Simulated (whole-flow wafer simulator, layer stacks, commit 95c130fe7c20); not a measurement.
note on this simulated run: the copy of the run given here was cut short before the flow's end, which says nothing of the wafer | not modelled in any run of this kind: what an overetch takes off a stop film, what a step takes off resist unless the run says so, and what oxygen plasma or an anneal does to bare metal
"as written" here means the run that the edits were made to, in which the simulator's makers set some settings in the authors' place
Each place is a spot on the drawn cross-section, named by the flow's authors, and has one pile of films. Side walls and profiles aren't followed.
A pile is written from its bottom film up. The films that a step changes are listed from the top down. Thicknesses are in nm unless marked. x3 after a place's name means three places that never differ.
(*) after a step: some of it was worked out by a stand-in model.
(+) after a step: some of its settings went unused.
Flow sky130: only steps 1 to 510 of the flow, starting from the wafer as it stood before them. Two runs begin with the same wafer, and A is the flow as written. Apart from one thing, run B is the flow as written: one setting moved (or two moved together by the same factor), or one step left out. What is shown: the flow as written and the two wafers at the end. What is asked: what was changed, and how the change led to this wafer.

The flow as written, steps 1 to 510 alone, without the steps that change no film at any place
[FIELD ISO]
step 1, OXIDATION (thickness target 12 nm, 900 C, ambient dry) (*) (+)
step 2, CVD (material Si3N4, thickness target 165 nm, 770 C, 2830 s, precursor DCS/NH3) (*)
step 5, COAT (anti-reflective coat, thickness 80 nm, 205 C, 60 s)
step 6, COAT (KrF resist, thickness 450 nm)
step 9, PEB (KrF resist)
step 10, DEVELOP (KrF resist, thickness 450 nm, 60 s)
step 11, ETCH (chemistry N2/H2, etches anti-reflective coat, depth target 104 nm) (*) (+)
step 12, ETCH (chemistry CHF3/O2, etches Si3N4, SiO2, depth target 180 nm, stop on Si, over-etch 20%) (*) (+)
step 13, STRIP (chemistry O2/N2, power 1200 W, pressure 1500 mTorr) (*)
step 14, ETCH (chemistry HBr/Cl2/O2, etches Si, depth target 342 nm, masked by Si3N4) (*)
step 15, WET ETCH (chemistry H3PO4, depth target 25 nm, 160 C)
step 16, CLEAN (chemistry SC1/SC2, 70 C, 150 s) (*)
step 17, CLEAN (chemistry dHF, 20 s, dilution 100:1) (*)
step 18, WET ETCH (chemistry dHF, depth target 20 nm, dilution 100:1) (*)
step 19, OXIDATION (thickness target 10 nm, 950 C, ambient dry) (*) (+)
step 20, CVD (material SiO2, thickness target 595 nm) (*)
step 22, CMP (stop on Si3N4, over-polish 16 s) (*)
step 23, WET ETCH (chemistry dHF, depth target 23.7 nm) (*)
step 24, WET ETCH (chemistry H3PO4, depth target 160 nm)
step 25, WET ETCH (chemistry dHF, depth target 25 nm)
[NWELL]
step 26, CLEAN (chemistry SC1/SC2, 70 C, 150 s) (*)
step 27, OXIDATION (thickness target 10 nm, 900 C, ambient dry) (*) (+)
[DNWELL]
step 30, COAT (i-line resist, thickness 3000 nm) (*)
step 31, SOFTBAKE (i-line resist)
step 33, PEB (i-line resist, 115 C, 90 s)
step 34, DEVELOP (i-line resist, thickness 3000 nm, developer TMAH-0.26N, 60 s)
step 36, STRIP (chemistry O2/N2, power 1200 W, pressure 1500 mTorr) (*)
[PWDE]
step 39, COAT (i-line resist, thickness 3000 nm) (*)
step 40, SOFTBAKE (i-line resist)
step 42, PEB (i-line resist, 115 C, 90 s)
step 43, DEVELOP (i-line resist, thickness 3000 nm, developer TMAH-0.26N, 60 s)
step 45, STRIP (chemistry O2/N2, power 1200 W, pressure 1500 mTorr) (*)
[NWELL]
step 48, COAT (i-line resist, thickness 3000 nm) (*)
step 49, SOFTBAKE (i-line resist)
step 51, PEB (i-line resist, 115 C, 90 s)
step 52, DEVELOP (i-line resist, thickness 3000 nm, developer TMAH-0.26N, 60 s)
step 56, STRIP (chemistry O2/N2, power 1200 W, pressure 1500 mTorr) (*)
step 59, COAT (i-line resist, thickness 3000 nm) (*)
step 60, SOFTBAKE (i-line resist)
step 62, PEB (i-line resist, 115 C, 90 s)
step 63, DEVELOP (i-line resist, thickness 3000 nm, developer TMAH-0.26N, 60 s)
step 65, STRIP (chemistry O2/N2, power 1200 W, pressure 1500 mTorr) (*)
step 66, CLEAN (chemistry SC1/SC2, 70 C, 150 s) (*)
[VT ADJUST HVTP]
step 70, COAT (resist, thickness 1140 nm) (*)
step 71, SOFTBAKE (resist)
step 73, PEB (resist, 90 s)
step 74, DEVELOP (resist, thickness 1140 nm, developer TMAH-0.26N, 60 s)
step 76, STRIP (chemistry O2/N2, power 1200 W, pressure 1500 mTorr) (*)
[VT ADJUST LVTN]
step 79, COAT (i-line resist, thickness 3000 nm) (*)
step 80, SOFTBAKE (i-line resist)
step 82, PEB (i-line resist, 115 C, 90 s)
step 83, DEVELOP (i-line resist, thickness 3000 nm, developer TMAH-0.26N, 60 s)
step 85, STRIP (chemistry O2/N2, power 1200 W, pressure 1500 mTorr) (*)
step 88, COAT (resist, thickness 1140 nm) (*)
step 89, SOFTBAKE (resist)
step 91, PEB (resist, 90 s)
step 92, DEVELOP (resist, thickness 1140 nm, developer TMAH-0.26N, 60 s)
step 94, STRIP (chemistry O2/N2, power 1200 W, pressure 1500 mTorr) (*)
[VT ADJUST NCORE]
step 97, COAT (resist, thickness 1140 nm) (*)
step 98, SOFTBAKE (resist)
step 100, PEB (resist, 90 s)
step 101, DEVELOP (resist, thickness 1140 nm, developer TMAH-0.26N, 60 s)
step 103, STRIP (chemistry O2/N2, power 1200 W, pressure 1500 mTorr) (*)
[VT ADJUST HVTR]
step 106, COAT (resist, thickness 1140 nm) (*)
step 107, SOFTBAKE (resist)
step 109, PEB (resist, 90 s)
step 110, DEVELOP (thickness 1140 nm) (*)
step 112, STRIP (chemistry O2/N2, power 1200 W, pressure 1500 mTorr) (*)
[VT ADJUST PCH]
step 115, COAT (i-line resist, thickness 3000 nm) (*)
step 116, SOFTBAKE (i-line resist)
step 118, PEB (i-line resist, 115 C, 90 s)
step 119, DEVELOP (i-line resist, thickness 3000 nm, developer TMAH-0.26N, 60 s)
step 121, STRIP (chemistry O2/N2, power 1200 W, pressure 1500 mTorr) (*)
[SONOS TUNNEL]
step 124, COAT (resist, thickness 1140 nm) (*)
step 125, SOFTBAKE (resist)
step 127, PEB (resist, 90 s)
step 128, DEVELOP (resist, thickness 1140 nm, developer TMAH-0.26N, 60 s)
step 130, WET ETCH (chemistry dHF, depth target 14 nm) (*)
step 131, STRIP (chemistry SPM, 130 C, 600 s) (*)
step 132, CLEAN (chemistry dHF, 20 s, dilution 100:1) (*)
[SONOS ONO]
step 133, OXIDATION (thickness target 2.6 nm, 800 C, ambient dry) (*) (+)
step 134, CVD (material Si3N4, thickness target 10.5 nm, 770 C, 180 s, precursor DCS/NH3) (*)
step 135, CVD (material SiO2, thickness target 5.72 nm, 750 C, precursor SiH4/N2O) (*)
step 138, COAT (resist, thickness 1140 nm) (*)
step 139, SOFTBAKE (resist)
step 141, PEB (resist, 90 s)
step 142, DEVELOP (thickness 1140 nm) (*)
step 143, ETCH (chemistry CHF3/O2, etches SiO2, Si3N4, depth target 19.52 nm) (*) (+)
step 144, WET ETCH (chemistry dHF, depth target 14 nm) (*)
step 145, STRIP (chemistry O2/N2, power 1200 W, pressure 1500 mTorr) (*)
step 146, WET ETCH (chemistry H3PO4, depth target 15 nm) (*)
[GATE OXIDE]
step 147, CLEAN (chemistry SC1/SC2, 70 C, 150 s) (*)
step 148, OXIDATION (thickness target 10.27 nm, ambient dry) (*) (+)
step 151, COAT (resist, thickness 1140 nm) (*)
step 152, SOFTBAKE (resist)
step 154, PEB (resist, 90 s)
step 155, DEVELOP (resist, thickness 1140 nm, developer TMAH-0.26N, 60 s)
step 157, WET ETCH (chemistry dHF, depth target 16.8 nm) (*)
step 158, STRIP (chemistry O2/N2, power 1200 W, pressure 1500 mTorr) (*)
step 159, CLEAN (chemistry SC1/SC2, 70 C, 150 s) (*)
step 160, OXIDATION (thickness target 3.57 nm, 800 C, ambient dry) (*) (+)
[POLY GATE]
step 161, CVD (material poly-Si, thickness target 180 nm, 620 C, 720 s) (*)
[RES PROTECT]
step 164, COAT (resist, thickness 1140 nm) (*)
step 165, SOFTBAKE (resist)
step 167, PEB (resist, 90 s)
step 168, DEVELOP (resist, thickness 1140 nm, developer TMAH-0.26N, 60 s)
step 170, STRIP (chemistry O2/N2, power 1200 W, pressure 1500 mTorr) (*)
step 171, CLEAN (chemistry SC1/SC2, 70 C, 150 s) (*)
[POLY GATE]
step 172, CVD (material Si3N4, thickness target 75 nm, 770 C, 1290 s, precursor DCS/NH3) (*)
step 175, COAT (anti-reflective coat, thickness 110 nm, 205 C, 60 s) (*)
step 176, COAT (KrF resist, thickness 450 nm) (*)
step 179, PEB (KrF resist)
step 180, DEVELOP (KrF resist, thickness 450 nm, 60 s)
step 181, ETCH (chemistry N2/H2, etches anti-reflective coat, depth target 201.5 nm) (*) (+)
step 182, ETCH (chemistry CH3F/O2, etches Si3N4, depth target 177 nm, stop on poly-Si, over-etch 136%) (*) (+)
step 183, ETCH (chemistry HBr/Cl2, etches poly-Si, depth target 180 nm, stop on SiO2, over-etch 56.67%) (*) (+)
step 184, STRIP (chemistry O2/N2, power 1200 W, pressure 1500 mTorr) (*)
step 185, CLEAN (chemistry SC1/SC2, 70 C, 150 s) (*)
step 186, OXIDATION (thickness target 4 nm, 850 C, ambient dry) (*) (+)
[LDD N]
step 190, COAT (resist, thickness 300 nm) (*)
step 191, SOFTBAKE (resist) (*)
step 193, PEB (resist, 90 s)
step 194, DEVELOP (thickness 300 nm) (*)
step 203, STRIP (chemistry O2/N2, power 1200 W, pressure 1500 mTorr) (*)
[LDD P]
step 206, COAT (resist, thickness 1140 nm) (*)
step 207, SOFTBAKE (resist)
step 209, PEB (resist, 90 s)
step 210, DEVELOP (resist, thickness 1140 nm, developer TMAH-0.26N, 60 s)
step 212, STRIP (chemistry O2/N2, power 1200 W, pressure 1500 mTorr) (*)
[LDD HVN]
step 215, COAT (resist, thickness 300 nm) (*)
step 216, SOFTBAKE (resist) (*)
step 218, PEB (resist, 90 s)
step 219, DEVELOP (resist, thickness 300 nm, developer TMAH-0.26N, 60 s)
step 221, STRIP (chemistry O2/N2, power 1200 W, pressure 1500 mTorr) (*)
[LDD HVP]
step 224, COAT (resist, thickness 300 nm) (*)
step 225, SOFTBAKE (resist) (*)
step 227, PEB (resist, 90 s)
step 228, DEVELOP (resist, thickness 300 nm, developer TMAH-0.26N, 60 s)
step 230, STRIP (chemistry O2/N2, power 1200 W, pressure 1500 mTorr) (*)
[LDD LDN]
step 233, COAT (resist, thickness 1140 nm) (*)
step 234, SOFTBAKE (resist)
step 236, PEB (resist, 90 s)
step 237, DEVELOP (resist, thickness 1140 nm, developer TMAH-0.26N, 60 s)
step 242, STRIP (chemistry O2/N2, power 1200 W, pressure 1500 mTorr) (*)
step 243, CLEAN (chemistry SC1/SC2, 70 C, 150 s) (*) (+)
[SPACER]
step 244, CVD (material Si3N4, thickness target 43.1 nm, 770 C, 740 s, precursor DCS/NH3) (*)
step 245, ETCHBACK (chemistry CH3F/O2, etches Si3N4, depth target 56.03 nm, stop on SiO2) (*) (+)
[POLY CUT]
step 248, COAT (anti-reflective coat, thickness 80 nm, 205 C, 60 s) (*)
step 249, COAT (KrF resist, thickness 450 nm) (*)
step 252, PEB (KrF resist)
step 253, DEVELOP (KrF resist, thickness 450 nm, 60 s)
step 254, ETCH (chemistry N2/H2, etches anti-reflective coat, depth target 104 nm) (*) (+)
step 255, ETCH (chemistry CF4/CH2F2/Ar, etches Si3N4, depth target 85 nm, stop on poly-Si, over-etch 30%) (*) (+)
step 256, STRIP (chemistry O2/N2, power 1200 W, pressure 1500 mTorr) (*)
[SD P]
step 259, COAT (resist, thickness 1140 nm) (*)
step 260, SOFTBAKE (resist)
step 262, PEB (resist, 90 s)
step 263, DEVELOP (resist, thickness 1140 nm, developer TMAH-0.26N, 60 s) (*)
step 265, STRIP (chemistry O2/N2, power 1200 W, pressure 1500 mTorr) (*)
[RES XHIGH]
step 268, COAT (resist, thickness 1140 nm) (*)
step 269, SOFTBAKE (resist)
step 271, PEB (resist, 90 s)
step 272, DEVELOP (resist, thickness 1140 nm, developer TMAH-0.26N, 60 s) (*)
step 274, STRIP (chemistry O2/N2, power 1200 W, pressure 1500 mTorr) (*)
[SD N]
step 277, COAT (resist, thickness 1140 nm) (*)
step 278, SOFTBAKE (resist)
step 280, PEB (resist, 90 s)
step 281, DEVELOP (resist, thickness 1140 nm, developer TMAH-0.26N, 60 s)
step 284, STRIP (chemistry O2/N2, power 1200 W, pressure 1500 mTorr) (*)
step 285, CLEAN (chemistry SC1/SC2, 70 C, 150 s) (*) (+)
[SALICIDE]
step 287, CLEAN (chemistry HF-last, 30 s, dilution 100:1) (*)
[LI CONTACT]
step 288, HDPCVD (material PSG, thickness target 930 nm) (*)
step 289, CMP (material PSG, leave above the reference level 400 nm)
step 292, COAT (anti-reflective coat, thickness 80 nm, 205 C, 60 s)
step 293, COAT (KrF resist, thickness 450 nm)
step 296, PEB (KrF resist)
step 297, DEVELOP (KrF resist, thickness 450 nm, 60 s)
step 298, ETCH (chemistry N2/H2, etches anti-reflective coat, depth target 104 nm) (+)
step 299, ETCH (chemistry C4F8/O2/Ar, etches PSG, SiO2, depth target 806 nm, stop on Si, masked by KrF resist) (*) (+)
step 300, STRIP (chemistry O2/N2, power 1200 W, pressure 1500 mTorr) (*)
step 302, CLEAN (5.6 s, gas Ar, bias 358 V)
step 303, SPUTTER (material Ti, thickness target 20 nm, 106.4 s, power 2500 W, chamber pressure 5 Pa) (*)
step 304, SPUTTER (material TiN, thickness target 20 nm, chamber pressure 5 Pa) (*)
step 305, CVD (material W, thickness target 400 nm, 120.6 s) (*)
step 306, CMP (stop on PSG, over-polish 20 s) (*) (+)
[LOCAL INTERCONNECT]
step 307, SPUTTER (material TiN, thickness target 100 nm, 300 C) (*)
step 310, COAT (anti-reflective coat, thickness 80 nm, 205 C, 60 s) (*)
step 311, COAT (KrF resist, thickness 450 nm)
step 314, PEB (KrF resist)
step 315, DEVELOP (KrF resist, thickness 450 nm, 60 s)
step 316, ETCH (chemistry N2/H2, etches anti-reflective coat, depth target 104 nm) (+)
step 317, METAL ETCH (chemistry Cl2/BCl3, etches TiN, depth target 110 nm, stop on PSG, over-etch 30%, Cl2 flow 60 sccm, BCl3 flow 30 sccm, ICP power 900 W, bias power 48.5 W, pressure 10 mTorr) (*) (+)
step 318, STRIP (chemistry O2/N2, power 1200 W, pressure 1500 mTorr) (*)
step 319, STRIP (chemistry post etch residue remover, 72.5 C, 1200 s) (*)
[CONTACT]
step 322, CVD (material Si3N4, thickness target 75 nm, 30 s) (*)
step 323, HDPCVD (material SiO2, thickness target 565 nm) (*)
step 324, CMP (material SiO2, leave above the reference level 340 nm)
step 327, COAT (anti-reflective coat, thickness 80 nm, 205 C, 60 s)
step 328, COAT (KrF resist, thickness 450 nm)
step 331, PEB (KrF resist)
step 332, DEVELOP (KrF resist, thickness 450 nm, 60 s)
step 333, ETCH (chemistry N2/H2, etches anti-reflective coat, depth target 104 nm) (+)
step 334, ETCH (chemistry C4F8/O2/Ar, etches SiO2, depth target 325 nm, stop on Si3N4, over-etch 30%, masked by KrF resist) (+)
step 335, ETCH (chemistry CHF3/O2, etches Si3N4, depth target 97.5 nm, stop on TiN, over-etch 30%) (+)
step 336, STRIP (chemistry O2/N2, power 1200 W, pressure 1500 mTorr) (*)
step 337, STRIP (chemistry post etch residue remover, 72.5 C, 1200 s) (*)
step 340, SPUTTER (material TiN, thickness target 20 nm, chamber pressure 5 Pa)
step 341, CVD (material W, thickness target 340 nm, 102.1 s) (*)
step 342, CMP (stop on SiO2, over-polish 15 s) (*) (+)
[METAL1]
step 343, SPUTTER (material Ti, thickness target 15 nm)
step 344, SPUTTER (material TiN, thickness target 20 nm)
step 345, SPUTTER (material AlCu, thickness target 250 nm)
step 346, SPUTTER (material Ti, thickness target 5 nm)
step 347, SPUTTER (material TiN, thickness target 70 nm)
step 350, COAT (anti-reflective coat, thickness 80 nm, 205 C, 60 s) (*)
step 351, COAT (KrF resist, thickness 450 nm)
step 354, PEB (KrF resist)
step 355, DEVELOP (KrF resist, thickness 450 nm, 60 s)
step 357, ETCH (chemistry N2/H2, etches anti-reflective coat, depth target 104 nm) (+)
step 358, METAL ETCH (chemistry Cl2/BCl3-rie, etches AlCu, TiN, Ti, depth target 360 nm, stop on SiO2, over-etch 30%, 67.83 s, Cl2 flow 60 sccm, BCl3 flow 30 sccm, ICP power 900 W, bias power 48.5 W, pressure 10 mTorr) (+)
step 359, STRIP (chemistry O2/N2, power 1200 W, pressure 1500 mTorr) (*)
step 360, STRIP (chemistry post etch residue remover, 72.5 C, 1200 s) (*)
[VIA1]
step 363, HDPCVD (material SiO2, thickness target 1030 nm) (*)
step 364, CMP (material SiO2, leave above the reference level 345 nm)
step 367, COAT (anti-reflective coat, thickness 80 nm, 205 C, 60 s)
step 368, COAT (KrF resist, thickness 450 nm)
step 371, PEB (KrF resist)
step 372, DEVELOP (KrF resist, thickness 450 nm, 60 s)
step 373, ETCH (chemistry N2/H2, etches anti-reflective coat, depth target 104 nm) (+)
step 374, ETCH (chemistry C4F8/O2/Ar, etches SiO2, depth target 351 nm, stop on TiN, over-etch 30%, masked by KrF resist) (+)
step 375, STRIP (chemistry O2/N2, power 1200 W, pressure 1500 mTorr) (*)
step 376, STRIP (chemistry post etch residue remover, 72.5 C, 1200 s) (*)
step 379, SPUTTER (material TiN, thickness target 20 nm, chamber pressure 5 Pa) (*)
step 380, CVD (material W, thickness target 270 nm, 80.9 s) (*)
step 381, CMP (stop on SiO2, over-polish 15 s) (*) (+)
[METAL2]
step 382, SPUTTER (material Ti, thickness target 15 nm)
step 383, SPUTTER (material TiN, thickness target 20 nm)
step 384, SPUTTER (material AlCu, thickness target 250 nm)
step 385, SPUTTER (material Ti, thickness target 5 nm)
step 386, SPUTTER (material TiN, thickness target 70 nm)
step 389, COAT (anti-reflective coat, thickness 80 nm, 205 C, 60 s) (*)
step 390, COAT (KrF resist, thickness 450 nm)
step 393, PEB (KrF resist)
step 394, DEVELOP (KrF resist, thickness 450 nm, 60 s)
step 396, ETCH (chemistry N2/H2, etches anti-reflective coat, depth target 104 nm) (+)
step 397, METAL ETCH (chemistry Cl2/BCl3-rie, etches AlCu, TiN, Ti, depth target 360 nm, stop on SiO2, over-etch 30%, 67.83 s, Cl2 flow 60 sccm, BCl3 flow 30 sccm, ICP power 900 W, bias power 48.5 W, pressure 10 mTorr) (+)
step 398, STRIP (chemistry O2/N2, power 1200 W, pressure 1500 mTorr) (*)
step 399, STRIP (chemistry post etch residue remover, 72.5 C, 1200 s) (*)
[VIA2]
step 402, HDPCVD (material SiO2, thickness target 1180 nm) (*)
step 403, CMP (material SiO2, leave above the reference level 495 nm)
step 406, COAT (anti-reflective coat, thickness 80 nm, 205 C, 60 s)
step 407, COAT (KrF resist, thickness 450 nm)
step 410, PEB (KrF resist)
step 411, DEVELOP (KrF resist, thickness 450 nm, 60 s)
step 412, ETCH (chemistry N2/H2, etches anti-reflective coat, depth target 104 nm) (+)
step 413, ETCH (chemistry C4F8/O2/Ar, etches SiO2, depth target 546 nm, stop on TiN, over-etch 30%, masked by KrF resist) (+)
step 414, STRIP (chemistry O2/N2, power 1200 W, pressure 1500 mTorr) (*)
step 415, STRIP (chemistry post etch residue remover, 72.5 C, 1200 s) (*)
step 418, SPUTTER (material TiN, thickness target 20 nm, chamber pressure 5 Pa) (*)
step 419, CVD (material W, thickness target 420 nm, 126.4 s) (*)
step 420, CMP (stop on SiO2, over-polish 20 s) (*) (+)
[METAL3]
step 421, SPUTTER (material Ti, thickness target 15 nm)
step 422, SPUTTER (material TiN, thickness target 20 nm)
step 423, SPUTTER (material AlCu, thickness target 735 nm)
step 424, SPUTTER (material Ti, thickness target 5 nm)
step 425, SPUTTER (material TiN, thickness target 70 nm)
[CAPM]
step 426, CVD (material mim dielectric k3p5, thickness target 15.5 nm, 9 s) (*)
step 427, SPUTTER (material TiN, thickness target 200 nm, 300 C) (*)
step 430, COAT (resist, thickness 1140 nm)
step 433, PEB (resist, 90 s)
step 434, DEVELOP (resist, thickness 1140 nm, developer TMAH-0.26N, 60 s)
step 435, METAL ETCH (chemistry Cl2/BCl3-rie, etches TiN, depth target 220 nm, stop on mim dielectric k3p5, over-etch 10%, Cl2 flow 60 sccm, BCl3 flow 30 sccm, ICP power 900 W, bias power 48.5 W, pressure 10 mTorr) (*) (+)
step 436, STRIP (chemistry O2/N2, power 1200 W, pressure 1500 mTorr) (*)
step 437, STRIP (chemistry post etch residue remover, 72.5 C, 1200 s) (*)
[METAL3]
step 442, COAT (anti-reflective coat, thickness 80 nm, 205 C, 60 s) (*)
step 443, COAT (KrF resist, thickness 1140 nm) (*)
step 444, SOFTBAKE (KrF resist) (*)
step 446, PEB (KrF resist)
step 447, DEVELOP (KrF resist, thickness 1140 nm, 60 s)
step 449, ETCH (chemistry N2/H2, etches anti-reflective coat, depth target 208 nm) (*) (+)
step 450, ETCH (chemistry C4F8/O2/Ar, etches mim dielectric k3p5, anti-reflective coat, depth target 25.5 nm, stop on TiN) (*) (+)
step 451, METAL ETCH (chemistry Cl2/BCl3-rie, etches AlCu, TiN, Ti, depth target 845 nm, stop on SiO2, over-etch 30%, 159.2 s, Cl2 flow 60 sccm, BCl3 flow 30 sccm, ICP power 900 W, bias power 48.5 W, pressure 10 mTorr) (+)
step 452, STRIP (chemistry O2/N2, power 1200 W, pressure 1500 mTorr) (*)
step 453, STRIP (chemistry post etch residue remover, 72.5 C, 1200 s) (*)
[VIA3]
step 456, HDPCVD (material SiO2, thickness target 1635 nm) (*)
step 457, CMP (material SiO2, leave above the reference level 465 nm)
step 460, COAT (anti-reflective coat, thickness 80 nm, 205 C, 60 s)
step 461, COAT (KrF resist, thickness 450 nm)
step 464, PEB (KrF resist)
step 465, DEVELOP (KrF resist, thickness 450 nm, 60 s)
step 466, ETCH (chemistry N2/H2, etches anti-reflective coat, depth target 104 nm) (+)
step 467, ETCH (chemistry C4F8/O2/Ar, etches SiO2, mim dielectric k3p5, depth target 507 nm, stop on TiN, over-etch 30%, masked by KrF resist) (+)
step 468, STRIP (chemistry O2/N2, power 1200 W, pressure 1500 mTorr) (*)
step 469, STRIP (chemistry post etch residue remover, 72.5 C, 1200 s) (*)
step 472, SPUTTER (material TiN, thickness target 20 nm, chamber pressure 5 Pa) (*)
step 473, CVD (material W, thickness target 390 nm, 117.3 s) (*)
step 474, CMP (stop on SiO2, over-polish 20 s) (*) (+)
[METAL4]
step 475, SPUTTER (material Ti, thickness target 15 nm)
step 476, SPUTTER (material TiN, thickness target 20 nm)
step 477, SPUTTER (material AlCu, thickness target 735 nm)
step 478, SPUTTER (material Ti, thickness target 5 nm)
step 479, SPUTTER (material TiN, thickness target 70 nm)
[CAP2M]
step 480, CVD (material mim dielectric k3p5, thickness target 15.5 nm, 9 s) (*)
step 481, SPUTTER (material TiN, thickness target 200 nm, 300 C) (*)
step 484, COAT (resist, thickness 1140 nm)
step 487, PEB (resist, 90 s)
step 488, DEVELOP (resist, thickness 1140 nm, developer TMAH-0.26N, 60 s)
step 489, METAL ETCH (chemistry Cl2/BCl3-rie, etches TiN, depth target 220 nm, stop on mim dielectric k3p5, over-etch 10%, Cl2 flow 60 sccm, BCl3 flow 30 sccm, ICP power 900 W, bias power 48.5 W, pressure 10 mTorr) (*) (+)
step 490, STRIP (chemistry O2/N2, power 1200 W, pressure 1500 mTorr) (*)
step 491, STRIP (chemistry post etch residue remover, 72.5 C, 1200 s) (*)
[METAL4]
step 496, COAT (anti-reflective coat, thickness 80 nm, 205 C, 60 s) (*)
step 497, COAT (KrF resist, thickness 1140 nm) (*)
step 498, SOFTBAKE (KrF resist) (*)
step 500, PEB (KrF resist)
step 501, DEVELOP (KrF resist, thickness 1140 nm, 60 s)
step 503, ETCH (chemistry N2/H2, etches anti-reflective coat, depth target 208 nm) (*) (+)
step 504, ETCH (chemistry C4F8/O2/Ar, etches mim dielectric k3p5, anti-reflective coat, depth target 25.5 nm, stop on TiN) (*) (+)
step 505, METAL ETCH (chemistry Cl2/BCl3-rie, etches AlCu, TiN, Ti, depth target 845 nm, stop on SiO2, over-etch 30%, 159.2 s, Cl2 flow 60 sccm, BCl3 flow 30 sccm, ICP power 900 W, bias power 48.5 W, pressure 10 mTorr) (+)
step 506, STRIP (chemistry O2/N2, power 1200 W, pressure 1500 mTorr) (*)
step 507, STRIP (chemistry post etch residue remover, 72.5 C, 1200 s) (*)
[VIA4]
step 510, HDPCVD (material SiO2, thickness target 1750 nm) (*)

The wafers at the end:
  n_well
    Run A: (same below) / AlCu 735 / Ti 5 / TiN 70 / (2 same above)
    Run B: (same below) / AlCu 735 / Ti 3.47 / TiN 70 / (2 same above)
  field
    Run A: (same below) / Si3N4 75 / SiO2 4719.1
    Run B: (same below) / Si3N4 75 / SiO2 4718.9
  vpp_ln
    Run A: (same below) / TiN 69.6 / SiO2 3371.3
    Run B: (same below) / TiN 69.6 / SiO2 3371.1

What caused this: step 478, SPUTTER: thickness target 3.47 nm was run, while the flow as written has thickness target 5 nm.
The wafer itself shows it: n_well has Ti 3.47, and step 478 as written asks for 5 nm.

The path from the change to this, step by step:
  step 478, SPUTTER (material Ti, thickness target 5 nm)
      field, active, n_well and 189 more: A +5 Ti (new film) | B +3.47 Ti (new film)
  step 505, METAL ETCH (chemistry Cl2/BCl3-rie, etches AlCu, TiN, Ti, depth target 845 nm, stop on SiO2, over-etch 30%, 159.2 s, Cl2 flow 60 sccm, BCl3 flow 30 sccm, ICP power 900 W, bias power 48.5 W, pressure 10 mTorr) (+)
      field, active, gate and 70 more: A -70 TiN (all of it), -5 Ti (all of it), -735 AlCu (all of it), -20 TiN (all of it), -15 Ti (all of it), -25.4 SiO2 | B -70 TiN (all of it), -3.47 Ti (all of it), -735 AlCu (all of it), -20 TiN (all of it), -15 Ti (all of it), -25.5 SiO2
      vpp_iso1, mim_edge_plate, m1_ln and 12 more: A -70 TiN (all of it), -5 Ti (all of it), -735 AlCu (all of it), -20 TiN (all of it), -15 Ti (all of it), -25.3 SiO2 | B -70 TiN (all of it), -3.47 Ti (all of it), -735 AlCu (all of it), -20 TiN (all of it), -15 Ti (all of it), -25.5 SiO2
